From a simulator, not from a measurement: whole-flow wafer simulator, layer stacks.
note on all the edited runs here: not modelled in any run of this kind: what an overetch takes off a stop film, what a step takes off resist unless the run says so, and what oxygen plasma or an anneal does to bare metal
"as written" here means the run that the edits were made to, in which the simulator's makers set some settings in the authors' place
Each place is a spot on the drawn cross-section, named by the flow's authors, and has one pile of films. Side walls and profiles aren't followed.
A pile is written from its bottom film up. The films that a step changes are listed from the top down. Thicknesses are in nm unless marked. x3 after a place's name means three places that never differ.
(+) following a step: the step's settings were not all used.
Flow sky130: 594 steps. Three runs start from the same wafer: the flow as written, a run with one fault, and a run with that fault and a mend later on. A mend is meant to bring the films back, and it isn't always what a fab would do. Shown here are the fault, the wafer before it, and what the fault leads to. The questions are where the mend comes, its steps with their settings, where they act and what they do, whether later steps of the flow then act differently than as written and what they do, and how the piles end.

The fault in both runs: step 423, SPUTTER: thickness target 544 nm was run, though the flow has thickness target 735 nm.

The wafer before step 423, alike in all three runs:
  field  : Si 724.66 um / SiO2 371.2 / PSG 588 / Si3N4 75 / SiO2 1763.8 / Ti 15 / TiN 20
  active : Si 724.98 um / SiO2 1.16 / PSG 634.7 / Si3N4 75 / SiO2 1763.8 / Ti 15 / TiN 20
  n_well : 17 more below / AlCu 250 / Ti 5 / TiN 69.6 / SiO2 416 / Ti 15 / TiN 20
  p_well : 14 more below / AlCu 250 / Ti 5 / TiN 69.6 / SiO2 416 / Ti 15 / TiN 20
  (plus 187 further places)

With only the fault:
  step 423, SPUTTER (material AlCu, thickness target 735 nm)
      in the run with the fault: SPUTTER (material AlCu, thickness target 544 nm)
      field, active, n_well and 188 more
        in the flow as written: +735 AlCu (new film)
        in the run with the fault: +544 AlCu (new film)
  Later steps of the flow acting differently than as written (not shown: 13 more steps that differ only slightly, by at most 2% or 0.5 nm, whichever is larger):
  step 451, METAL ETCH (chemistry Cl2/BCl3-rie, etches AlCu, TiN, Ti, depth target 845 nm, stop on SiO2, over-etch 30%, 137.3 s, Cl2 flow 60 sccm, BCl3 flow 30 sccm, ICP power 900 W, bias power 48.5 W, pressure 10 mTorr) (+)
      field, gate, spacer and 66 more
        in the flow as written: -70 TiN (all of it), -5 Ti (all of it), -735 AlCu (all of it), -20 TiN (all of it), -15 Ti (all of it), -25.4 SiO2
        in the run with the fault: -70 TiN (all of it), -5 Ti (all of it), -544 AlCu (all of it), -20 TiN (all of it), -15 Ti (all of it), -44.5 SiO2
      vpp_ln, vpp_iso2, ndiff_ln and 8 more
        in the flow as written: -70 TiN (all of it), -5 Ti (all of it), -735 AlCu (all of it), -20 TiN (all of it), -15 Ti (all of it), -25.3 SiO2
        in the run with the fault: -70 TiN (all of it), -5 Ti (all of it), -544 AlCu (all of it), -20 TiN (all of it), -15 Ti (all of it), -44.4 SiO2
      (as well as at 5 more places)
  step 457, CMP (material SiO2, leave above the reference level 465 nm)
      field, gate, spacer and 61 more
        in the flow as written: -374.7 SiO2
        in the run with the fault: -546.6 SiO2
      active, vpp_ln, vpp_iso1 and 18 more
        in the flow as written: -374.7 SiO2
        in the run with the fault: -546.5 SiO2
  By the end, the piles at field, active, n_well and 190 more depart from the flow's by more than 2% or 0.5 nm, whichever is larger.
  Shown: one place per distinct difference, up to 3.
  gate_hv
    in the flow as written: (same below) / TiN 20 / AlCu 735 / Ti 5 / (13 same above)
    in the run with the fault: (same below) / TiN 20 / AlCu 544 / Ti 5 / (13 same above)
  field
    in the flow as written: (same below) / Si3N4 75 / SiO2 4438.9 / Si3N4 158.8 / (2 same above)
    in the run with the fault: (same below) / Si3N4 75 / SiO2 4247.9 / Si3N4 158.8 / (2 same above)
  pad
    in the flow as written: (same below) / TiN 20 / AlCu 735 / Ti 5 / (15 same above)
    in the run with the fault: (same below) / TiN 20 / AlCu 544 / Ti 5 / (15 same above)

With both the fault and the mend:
  The mend follows step 423.
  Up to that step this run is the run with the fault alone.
  step 423a, SPUTTER (material AlCu, thickness target 191 nm) (a further turn of the flow's step 423, with different settings)
      field, active, n_well and 188 more
        +191 AlCu
  None of the later steps of the flow acts differently than as written at any place that is followed.
  By the end, the piles equal the flow's at every place that both follow.
